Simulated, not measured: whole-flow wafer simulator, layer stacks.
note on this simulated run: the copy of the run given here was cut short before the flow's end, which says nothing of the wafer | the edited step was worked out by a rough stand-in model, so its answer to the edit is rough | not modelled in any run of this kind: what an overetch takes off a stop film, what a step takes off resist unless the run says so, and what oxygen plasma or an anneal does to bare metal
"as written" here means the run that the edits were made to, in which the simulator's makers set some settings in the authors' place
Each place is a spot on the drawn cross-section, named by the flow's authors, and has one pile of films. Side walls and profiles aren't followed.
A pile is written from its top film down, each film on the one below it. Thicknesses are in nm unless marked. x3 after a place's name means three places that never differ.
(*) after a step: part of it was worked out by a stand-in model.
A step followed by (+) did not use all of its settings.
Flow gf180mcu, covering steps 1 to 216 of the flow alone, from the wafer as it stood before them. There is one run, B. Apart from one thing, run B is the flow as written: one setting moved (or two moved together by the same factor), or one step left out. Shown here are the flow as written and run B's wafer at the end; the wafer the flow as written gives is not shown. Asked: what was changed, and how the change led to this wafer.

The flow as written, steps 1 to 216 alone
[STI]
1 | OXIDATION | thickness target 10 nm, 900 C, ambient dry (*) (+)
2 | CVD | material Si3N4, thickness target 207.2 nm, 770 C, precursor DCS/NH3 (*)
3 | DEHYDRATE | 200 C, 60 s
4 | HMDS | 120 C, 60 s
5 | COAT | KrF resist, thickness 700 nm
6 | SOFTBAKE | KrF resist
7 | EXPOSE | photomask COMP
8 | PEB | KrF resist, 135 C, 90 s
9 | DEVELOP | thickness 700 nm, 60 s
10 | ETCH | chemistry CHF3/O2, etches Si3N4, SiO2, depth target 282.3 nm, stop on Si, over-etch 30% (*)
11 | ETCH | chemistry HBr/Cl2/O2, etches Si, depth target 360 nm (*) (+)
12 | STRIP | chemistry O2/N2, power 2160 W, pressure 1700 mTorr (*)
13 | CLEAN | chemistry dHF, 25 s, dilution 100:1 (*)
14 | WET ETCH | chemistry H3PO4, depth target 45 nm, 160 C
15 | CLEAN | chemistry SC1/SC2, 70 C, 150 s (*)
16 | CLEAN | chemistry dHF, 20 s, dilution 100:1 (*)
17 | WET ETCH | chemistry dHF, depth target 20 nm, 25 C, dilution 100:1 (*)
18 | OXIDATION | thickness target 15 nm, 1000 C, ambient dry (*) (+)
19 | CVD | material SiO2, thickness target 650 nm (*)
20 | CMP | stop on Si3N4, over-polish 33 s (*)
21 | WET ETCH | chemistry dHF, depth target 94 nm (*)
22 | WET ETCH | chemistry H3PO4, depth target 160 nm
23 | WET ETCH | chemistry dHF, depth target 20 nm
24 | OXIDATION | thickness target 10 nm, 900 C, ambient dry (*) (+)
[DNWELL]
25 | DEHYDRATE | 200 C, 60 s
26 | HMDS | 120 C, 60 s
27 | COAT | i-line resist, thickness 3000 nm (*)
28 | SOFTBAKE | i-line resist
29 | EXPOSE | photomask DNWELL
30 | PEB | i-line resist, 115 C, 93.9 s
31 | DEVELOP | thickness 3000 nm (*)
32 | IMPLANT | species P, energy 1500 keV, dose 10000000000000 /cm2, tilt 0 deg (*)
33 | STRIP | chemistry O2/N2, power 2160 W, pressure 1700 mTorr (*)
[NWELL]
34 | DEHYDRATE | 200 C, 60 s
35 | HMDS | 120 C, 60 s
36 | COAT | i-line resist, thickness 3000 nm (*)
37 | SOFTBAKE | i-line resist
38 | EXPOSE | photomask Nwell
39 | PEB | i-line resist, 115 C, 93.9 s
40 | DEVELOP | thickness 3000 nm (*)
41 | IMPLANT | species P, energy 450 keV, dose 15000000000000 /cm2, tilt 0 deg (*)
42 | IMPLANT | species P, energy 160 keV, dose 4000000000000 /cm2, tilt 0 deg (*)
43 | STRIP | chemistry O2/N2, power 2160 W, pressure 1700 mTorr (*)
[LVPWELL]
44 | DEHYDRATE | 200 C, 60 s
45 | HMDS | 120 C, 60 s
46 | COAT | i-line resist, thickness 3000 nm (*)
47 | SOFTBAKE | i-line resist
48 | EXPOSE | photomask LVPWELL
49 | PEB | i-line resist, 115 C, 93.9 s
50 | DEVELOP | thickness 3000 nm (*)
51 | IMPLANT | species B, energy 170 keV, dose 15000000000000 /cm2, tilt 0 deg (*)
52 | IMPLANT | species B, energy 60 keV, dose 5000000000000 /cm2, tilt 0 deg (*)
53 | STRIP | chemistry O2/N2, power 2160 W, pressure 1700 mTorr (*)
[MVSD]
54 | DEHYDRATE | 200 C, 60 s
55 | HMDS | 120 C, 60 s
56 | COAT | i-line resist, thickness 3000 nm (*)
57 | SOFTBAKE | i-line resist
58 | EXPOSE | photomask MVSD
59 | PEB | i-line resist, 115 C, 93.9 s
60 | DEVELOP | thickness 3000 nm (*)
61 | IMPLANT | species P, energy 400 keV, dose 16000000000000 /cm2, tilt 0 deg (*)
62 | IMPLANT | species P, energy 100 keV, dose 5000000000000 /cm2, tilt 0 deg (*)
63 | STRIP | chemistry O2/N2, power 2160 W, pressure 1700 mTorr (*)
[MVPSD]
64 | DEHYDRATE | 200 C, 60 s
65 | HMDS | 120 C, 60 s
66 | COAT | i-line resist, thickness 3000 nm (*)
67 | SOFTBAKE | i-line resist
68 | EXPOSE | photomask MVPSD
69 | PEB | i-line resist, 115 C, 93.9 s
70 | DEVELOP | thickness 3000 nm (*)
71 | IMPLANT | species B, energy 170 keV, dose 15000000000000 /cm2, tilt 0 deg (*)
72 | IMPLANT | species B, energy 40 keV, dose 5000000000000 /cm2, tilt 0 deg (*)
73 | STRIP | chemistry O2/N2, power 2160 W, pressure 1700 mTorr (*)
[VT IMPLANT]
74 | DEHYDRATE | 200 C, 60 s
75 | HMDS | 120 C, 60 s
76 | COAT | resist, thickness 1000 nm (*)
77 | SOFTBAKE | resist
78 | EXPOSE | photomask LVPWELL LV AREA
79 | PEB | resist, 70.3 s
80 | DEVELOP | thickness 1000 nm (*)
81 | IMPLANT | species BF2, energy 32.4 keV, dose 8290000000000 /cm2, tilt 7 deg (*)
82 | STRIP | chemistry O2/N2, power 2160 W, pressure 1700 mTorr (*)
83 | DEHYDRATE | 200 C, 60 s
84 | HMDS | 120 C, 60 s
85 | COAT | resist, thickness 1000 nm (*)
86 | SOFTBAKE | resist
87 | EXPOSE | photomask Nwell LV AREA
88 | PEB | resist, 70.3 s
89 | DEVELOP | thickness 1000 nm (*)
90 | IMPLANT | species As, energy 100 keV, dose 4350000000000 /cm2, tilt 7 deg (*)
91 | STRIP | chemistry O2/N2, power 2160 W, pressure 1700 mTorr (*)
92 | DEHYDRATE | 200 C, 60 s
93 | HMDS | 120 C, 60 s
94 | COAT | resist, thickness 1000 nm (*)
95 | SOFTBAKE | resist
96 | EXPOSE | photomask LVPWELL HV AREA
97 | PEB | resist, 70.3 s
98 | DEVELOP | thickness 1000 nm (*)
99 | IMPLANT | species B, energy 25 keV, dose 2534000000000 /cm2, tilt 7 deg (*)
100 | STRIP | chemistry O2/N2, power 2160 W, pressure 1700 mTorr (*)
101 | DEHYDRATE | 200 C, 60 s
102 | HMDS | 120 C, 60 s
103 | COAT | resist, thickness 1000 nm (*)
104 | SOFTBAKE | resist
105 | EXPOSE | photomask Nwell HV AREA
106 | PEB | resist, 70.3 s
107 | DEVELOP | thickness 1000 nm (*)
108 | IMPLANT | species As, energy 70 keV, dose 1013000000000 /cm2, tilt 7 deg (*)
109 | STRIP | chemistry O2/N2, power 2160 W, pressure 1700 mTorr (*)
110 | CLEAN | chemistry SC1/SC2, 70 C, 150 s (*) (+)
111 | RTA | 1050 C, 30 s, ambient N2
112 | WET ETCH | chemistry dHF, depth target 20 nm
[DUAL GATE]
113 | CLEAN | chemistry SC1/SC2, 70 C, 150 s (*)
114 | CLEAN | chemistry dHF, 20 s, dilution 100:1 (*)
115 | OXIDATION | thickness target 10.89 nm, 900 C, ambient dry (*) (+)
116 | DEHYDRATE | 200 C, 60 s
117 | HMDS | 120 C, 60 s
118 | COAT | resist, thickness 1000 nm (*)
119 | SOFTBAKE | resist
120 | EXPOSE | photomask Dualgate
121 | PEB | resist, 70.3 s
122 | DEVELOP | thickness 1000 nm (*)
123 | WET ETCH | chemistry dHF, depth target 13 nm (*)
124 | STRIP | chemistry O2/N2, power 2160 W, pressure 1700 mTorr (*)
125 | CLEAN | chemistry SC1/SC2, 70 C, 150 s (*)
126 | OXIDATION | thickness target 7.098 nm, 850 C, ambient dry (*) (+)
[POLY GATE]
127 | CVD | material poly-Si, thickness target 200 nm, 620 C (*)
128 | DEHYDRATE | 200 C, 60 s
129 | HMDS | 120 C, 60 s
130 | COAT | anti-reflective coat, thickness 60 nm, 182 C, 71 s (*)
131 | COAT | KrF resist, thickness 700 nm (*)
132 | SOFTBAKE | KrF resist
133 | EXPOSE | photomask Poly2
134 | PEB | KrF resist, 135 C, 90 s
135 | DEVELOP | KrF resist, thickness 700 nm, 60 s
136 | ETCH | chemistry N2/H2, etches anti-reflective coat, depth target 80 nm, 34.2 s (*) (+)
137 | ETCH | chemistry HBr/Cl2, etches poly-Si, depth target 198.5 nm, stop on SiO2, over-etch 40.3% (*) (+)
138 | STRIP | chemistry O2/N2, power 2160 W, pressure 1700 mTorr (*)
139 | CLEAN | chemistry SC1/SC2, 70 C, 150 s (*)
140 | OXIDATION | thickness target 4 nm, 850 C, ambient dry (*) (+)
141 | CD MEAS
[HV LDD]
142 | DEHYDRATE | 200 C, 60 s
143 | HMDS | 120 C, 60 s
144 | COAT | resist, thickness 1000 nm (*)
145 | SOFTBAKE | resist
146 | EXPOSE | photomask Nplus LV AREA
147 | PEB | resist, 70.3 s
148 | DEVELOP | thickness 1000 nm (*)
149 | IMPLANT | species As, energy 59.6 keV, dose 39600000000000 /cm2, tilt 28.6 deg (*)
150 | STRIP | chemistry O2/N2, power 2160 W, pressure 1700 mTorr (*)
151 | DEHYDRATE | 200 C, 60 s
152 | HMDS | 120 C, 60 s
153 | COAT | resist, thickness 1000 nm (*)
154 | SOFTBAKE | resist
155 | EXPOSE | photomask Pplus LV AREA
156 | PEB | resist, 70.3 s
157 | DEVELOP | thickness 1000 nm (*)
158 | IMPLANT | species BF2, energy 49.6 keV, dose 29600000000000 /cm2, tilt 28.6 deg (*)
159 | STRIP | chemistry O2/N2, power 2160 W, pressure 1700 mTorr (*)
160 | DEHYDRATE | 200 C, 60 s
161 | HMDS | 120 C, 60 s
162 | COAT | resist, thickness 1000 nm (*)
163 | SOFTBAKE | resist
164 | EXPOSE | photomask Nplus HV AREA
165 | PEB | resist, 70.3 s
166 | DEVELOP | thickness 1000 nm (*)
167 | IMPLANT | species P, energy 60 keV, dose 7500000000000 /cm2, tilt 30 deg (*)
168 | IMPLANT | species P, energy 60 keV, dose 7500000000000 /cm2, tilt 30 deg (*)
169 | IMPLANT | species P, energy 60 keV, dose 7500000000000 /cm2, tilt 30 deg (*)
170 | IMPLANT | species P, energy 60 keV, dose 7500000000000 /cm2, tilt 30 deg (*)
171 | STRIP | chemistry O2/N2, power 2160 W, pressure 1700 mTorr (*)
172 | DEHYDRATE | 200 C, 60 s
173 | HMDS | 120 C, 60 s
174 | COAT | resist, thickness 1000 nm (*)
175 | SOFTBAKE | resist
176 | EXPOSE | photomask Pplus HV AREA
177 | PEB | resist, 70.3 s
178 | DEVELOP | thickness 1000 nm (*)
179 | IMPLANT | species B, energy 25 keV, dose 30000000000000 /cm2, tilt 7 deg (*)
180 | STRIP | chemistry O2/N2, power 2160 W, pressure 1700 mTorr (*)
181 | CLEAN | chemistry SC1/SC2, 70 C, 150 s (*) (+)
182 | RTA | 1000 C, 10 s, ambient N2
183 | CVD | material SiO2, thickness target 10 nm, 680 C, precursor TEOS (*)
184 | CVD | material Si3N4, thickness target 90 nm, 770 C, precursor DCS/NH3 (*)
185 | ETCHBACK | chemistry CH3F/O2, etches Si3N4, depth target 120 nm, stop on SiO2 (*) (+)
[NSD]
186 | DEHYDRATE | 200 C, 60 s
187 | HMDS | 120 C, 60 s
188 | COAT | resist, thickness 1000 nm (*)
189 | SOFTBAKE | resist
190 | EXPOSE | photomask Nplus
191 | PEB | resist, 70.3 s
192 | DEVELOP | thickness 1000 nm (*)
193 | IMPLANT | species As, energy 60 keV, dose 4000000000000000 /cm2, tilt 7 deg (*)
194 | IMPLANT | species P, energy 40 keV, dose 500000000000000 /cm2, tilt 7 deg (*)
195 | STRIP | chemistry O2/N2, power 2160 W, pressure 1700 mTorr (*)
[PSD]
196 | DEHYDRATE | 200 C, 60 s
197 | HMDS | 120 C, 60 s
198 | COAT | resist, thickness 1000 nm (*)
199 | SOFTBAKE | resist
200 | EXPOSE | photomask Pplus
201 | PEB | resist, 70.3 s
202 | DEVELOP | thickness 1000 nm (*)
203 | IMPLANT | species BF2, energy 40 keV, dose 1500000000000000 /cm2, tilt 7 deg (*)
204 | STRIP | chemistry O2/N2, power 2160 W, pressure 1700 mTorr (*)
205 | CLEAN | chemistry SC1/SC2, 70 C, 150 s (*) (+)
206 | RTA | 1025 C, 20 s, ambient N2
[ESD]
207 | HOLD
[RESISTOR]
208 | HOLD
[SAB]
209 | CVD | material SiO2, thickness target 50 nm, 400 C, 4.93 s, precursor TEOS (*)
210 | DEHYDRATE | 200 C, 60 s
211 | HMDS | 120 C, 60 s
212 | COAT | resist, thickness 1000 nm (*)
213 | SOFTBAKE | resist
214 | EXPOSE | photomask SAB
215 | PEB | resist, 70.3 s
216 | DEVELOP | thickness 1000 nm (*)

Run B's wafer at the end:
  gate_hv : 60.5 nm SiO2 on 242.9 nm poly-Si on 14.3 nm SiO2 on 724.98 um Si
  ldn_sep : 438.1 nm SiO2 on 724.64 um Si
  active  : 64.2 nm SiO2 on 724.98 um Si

Cause: step 127, CVD: thickness target 245 nm was run, whereas the flow has thickness target 200 nm.

The path from the change to this, step by step:
  127 | CVD | material poly-Si, thickness target 200 nm, 620 C (*)
      field, field__w1, field__w2 and 89 more: poly-Si gains 245 (new film) (it would be, as written: poly-Si gains 200 (new film))
  137 | ETCH | chemistry HBr/Cl2, etches poly-Si, depth target 198.5 nm, stop on SiO2, over-etch 40.3% (*) (+)
      field__w3, field__w12, field_sub and 14 more: poly-Si loses 244 (all of it), SiO2 loses 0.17 (it would be, as written: poly-Si loses 199 (all of it), SiO2 loses 0.4)
      field__w6, sti, m1 and 11 more: poly-Si loses 243.8 (all of it), SiO2 loses 0.17 (it would be, as written: poly-Si loses 198.8 (all of it), SiO2 loses 0.4)
      (and at 33 other places as well)
  144 | COAT | resist, thickness 1000 nm (*)
      gate: resist gains 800 (new film) (it would be, as written: resist gains 837.3 (new film))
      gate_hv: resist gains 811.7 (new film) (it would be, as written: resist gains 845.4 (new film))
      (and at 26 other places as well)
  145 | SOFTBAKE | resist
      field__w1: resist gains 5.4 (it would be, as written: resist gains 4.19)
      field__w2: resist gains 3.64 (it would be, as written: resist gains 2.82)
      (and at 63 other places as well)
  147 | PEB | resist, 70.3 s
      ld_gate_n, ld_acc_n, ld_gate_p, ld_acc_p: resist loses 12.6 (it would be, as written: resist loses 13.2)
      ld_body_p_dnw, ldn_ch, ldn_acc, ldp_acc: resist loses 12.4 (it would be, as written: resist loses 13)
      (and at 20 other places as well)
  148 | DEVELOP | thickness 1000 nm (*)
      gate: resist loses 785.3 (all of it) (it would be, as written: resist loses 822.7 (all of it))
      npoly_u: resist loses 785.2 (all of it) (it would be, as written: resist loses 821.5 (all of it))
      (and at 3 other places as well)
  150 | STRIP | chemistry O2/N2, power 2160 W, pressure 1700 mTorr (*)
      gate_hv: resist loses 788.9 (all of it) (it would be, as written: resist loses 824.2 (all of it))
      gate_p: resist loses 792.2 (all of it) (it would be, as written: resist loses 828.7 (all of it))
      (and at 21 other places as well)
  153 | COAT | resist, thickness 1000 nm (*)
      gate: resist gains 800 (new film) (it would be, as written: resist gains 837.3 (new film))
      gate_hv: resist gains 811.7 (new film) (it would be, as written: resist gains 845.4 (new film))
      (and at 26 other places as well)
  154 | SOFTBAKE | resist
      field__w1: resist gains 5.4 (it would be, as written: resist gains 4.19)
      field__w2: resist gains 3.64 (it would be, as written: resist gains 2.82)
      (and at 63 other places as well)
  156 | PEB | resist, 70.3 s
      ld_gate_n, ld_acc_n, ld_gate_p, ld_acc_p: resist loses 12.6 (it would be, as written: resist loses 13.2)
      ld_body_p_dnw, ldn_ch, ldn_acc, ldp_acc: resist loses 12.4 (it would be, as written: resist loses 13)
      (and at 20 other places as well)
  157 | DEVELOP | thickness 1000 nm (*)
      gate_p: resist loses 792.2 (all of it) (it would be, as written: resist loses 828.7 (all of it))
      ppoly_u: resist loses 792 (all of it) (it would be, as written: resist loses 827 (all of it))
      (and at 3 other places as well)
  159 | STRIP | chemistry O2/N2, power 2160 W, pressure 1700 mTorr (*)
      gate: resist loses 785.3 (all of it) (it would be, as written: resist loses 822.7 (all of it))
      gate_hv: resist loses 788.9 (all of it) (it would be, as written: resist loses 824.2 (all of it))
      (and at 21 other places as well)
  162 | COAT | resist, thickness 1000 nm (*)
      gate: resist gains 800 (new film) (it would be, as written: resist gains 837.3 (new film))
      gate_hv: resist gains 811.7 (new film) (it would be, as written: resist gains 845.4 (new film))
      (and at 26 other places as well)
  163 | SOFTBAKE | resist
      field__w1: resist gains 5.4 (it would be, as written: resist gains 4.19)
      field__w2: resist gains 3.64 (it would be, as written: resist gains 2.82)
      (and at 63 other places as well)
  165 | PEB | resist, 70.3 s
      ld_gate_n, ld_acc_n, ld_gate_p, ld_acc_p: resist loses 12.6 (it would be, as written: resist loses 13.2)
      ld_body_p_dnw, ldn_ch, ldn_acc, ldp_acc: resist loses 12.4 (it would be, as written: resist loses 13)
      (and at 20 other places as well)
  166 | DEVELOP | thickness 1000 nm (*)
      gate_hv: resist loses 788.9 (all of it) (it would be, as written: resist loses 824.2 (all of it))
      gate_nat: resist loses 826 (all of it) (it would be, as written: resist loses 854.5 (all of it))
      (and at 7 other places as well)
  ... 20 further steps ...
  216 | DEVELOP | thickness 1000 nm (*)
      gate: resist loses 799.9 (all of it) (it would be, as written: resist loses 834.3 (all of it))
      gate_hv: resist loses 804 (all of it) (it would be, as written: resist loses 836.1 (all of it))
      (and at 24 other places as well)
